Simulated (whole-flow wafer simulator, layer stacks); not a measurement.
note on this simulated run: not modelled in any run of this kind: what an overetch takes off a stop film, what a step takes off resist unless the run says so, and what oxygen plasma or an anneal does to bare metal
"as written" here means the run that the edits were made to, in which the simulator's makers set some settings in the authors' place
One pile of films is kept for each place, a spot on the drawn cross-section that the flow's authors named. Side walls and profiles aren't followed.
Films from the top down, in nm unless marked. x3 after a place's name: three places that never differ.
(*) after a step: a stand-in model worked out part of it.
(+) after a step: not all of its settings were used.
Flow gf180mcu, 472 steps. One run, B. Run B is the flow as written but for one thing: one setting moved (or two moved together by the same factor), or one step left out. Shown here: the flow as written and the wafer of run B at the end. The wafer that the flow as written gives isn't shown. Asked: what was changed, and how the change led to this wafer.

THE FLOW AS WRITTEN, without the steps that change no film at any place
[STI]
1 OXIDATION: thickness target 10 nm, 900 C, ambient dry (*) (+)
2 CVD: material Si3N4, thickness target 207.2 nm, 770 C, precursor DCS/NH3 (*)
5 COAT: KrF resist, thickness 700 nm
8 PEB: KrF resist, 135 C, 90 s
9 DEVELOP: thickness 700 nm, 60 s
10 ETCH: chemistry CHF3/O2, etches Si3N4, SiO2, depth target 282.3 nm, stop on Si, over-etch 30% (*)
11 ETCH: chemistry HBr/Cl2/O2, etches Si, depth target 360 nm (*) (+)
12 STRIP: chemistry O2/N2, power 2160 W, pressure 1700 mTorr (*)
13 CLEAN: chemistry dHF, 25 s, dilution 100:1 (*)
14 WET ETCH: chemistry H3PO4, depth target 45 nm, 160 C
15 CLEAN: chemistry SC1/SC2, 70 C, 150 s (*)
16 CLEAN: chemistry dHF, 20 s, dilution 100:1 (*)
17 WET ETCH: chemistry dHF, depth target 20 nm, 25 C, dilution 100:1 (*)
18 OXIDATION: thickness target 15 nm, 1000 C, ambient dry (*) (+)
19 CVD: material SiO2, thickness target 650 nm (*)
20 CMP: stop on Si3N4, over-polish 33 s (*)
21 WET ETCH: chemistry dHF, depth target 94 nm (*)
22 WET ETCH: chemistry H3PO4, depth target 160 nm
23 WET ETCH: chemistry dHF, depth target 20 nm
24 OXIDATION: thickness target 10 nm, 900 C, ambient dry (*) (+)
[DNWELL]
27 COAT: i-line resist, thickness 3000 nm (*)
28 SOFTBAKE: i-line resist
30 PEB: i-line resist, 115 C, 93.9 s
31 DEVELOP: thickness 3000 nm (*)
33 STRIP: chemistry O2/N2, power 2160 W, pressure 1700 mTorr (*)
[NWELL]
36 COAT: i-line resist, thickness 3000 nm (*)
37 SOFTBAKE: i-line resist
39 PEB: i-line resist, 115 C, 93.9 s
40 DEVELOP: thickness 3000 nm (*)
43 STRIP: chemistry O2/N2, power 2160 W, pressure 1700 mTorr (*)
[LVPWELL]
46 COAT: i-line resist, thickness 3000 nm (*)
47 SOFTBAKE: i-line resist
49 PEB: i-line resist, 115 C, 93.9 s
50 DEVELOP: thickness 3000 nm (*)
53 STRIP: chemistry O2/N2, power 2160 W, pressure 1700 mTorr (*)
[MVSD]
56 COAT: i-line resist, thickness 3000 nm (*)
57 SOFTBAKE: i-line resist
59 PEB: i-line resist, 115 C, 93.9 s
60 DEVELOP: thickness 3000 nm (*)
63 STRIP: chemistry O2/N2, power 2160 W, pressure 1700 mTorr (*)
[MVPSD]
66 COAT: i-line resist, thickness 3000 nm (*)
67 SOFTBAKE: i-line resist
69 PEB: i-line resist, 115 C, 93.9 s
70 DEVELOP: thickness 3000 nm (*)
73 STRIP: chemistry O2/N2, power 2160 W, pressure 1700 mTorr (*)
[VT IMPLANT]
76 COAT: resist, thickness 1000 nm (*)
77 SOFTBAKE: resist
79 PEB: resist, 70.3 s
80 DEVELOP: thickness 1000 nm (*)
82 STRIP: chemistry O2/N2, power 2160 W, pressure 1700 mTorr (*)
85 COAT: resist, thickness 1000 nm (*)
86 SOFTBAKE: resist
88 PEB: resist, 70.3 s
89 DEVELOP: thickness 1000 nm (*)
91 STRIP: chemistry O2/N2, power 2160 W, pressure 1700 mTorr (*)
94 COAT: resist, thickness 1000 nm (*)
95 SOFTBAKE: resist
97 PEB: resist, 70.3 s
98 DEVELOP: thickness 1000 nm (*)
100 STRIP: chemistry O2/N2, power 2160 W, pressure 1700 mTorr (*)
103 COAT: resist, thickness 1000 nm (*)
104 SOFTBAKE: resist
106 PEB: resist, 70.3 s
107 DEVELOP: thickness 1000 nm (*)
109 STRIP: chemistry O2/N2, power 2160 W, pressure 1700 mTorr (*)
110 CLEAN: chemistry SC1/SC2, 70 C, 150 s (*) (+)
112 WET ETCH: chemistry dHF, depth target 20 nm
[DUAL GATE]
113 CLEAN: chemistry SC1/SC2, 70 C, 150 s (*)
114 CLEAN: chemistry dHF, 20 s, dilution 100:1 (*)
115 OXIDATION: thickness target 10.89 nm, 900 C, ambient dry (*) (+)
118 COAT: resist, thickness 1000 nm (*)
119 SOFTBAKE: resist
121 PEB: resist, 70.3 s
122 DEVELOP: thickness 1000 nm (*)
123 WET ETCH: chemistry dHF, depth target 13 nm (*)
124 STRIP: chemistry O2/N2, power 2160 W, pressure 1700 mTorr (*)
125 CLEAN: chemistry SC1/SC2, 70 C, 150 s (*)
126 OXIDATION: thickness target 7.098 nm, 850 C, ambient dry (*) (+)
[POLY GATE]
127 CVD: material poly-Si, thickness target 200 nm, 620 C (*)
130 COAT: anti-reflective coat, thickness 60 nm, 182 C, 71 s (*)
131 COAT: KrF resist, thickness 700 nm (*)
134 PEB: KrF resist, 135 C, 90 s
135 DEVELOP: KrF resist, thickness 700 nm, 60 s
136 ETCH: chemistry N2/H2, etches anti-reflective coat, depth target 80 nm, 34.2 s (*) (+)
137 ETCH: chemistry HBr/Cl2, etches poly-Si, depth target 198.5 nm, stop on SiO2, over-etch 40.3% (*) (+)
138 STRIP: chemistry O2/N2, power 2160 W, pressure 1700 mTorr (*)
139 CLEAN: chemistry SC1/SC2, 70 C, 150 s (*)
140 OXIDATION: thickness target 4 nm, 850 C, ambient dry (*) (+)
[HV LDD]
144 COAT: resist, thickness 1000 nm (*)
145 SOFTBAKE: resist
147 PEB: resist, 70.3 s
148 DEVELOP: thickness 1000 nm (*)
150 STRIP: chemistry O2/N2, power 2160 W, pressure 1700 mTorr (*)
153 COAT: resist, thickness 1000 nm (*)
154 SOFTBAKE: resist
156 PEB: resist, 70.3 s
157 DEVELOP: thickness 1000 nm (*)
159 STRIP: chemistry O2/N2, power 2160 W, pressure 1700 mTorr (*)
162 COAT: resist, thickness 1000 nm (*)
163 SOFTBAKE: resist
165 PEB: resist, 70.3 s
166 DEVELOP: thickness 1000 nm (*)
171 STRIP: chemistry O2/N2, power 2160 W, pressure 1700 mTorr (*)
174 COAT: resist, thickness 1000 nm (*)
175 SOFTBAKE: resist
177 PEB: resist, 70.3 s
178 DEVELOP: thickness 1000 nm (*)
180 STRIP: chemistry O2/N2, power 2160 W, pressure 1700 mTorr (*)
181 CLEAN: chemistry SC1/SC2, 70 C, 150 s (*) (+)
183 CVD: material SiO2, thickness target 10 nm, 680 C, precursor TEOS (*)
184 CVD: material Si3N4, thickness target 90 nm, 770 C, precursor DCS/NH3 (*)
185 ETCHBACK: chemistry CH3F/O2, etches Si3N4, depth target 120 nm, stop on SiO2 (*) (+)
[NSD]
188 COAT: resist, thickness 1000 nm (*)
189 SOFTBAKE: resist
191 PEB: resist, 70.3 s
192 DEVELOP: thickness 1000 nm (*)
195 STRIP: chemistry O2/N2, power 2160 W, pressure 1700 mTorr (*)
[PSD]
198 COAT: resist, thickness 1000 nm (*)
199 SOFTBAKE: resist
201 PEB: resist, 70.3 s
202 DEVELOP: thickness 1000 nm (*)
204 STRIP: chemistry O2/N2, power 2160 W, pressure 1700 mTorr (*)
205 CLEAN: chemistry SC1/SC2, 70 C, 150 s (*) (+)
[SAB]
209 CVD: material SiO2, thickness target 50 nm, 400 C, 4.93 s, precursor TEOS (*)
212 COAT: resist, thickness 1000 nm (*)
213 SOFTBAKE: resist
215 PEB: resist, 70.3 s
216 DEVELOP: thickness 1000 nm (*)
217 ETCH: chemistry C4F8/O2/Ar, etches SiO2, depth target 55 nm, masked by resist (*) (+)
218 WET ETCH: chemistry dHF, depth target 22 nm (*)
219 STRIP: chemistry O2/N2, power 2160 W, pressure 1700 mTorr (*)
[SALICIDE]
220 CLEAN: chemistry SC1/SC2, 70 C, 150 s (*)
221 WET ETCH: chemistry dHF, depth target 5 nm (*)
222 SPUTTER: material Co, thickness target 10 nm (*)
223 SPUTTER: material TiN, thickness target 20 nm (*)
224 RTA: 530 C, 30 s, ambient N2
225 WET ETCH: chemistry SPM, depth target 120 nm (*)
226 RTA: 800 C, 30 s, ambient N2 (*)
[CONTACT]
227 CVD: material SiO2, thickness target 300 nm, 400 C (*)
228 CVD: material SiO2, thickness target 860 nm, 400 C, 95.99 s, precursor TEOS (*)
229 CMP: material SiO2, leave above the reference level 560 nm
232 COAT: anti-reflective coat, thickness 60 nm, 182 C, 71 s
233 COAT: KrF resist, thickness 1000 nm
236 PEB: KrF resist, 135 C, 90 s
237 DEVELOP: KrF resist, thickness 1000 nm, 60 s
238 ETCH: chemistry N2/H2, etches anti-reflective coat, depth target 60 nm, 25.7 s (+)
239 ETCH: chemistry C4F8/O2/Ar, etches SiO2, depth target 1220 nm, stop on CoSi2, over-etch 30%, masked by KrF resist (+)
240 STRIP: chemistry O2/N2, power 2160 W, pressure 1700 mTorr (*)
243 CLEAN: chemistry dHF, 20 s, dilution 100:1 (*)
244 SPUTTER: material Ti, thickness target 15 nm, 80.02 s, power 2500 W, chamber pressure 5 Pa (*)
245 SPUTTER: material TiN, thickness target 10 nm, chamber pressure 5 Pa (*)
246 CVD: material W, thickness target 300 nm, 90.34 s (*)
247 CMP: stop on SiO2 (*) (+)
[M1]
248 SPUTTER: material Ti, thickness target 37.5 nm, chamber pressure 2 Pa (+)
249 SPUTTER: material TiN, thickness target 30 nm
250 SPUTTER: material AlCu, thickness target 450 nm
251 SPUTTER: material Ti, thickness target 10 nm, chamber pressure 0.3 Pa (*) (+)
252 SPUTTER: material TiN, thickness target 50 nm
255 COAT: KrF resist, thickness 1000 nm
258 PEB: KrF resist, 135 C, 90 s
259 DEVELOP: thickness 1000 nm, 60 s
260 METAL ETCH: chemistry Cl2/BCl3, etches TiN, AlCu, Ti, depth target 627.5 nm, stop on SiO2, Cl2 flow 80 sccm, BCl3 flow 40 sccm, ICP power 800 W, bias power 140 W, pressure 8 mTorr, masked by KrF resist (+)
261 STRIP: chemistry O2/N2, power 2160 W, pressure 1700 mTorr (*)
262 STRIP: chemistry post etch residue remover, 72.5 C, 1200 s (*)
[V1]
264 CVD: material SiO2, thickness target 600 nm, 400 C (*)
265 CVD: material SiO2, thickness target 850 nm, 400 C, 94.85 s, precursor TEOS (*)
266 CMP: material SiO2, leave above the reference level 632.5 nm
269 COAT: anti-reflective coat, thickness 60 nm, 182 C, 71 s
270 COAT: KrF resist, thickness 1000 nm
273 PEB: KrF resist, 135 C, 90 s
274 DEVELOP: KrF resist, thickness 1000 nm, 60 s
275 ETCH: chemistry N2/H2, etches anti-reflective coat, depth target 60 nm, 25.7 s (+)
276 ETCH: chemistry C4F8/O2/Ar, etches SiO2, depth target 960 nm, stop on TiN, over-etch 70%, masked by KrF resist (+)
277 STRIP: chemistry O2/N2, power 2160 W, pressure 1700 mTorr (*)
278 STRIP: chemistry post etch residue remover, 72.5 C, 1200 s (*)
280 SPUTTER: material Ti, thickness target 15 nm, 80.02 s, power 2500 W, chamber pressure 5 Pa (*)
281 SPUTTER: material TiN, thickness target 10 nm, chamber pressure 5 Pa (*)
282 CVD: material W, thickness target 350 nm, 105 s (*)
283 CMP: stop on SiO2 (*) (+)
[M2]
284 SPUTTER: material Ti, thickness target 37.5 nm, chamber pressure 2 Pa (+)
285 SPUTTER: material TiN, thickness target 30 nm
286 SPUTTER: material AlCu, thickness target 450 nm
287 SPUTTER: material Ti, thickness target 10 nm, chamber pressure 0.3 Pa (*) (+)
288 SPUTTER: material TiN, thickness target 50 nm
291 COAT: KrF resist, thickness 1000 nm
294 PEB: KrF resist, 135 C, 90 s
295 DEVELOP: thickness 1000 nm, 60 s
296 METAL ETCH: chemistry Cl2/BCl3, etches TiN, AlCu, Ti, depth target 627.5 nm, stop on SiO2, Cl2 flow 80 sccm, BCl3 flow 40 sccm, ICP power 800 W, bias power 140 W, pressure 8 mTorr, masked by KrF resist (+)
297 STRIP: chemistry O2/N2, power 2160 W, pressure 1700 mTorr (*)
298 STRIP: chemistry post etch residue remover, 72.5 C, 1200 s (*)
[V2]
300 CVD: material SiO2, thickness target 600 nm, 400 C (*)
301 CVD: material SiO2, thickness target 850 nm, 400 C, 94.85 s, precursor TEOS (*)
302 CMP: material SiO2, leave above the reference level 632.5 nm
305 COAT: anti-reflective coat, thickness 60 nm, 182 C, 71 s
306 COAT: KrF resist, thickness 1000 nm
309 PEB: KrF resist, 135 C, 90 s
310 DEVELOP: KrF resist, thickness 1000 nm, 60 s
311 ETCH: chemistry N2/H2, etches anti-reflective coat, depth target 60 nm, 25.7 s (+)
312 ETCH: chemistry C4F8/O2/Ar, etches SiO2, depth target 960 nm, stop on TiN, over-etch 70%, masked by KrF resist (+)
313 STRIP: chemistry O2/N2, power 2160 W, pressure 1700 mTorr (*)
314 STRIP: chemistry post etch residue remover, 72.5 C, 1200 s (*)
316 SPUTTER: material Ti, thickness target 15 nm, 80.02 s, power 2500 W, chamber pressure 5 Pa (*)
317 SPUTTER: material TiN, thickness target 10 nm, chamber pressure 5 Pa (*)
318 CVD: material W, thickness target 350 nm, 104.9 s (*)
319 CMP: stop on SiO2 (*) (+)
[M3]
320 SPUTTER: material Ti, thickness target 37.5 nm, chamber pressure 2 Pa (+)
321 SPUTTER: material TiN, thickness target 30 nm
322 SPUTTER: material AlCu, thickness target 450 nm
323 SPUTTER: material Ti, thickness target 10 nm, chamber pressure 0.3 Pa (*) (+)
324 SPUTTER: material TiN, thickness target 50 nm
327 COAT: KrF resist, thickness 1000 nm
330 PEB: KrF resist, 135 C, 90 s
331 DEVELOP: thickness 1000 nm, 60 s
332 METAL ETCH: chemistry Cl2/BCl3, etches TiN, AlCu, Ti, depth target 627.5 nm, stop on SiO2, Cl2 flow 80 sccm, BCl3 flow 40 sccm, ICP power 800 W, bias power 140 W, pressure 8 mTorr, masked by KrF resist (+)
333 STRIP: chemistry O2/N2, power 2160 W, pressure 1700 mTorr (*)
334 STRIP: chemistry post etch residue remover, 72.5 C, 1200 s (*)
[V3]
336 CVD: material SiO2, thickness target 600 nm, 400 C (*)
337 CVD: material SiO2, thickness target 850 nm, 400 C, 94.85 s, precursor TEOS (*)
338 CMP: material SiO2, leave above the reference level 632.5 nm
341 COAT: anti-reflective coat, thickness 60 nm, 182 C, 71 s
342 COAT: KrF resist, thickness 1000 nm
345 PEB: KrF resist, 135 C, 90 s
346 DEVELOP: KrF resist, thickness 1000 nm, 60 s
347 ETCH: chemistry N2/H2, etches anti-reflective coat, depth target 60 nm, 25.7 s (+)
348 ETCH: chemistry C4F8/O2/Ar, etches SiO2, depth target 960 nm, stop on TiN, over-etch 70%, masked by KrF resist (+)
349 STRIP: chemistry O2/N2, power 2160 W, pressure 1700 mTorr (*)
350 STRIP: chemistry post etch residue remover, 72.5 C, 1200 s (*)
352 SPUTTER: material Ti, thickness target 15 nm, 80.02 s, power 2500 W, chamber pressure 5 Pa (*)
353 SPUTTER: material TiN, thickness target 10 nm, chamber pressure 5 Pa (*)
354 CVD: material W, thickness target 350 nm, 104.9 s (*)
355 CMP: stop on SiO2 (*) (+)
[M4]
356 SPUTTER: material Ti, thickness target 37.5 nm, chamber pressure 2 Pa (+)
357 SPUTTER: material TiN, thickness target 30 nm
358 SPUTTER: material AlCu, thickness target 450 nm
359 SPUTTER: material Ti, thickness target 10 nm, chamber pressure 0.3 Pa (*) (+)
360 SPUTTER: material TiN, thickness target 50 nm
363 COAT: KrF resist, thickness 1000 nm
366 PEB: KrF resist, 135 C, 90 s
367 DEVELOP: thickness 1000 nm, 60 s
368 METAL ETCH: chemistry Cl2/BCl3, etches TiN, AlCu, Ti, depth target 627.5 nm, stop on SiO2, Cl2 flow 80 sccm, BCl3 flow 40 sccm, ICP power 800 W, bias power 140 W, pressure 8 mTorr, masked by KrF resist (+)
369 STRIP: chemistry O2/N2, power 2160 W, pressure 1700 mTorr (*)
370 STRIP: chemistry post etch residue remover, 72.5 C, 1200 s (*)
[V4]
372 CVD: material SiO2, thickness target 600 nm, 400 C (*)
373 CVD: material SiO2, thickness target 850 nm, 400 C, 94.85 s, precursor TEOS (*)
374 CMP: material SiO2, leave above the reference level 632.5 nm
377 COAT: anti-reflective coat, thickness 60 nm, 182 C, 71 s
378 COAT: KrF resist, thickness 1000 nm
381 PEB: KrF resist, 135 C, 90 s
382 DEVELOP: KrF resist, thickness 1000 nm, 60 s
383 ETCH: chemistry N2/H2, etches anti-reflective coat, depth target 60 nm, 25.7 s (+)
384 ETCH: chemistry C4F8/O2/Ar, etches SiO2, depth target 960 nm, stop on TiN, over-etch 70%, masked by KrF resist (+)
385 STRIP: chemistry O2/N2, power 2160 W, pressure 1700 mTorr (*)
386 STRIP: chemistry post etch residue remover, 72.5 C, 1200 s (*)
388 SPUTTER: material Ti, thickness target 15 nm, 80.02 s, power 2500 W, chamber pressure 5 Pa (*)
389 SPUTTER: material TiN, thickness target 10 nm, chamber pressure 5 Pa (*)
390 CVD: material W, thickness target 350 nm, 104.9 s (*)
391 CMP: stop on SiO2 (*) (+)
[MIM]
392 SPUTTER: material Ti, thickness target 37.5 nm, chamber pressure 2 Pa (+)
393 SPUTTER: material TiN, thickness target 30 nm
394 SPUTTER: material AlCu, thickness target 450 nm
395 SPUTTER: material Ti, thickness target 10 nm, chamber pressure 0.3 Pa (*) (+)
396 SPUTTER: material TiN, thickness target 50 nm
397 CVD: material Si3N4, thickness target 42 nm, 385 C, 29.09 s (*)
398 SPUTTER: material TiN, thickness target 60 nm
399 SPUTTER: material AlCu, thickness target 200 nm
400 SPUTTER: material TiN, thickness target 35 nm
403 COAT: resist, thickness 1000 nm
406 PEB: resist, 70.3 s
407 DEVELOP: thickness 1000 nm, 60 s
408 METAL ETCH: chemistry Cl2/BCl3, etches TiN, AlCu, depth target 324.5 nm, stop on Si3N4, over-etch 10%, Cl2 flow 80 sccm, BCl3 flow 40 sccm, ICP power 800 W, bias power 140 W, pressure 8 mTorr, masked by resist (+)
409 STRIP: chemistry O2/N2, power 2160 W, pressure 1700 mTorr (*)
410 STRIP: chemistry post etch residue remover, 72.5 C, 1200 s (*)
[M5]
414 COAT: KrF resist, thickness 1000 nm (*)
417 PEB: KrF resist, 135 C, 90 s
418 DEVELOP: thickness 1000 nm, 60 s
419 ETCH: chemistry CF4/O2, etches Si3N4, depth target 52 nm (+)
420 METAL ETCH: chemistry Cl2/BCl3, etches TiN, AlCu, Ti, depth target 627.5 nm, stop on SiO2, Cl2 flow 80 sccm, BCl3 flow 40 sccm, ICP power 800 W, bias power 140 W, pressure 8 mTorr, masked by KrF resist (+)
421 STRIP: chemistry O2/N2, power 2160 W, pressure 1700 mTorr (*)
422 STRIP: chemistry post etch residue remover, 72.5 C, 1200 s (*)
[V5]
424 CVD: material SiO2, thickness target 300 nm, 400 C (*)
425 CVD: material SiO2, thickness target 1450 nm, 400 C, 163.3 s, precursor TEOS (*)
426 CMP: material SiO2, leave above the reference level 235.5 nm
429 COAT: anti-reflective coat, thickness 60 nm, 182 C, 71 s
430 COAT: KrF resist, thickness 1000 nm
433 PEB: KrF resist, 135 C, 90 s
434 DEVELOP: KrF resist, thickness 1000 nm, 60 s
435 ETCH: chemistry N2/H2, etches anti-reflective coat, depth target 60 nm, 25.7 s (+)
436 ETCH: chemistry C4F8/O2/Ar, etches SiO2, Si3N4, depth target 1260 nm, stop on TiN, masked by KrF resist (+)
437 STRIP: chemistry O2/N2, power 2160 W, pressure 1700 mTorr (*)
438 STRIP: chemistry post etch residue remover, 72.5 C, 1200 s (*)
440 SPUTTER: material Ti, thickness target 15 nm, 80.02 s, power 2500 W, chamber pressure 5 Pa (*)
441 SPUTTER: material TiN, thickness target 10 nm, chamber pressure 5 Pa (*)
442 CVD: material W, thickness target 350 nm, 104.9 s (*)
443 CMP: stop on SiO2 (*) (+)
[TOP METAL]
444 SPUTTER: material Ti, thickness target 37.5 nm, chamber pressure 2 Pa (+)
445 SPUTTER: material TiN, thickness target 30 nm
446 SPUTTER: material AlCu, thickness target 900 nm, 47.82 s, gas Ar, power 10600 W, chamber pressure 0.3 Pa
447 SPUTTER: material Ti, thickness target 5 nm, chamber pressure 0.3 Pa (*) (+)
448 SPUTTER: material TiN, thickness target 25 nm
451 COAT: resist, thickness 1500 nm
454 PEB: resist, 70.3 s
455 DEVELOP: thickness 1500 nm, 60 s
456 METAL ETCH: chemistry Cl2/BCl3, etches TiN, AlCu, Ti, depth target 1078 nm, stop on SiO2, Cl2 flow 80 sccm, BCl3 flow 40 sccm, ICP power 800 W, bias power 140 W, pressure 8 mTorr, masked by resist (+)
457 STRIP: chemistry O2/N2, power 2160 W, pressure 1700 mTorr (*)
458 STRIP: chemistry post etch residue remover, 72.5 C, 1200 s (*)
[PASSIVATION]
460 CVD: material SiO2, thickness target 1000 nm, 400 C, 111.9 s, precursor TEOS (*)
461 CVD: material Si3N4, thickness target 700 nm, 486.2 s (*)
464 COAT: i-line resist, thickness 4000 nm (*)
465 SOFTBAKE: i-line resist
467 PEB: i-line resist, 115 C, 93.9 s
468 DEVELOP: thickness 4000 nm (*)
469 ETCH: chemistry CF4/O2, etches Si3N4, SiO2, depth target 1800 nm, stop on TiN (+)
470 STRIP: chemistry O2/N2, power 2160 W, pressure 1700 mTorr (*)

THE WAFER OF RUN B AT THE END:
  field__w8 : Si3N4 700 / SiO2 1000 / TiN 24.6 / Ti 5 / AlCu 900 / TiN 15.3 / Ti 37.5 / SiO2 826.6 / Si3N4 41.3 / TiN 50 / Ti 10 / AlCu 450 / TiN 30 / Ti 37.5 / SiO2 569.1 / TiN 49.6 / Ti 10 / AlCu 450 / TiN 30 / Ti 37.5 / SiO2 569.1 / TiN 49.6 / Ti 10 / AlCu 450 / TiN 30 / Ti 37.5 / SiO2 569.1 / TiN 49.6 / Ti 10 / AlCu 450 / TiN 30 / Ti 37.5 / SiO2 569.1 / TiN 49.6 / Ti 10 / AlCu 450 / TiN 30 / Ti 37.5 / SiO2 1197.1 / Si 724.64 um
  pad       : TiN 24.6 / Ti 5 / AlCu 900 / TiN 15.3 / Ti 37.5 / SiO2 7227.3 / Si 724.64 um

The cause: step 445, SPUTTER: thickness target 15.3 nm was run, where the flow has thickness target 30 nm.
It can be read off the wafer: field__w8 has TiN 15.3, and step 445 as written asks for 30 nm.

How the change led to this, step by step:
  445 SPUTTER: material TiN, thickness target 30 nm
      field, field__w1, field__w2 and 109 more: TiN +15.3 (new film) (as written it would be: TiN +30 (new film))
  456 METAL ETCH: chemistry Cl2/BCl3, etches TiN, AlCu, Ti, depth target 1078 nm, stop on SiO2, Cl2 flow 80 sccm, BCl3 flow 40 sccm, ICP power 800 W, bias power 140 W, pressure 8 mTorr, masked by resist (+)
      field, field__w1, field__w2 and 103 more: TiN -25 (all of it), Ti -5 (all of it), AlCu -900 (all of it), TiN -15.3 (all of it), Ti -37.5 (all of it) (as written it would be: TiN -25 (all of it), Ti -5 (all of it), AlCu -900 (all of it), TiN -30 (all of it), Ti -37.5 (all of it))
  465 SOFTBAKE: i-line resist
      field__w2, field_sub__w4: i-line resist +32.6 (as written it would be: i-line resist +33.4)
      field__w11, field__w13: i-line resist +36.8 (as written it would be: i-line resist +37.6)
      (and at 57 more places)
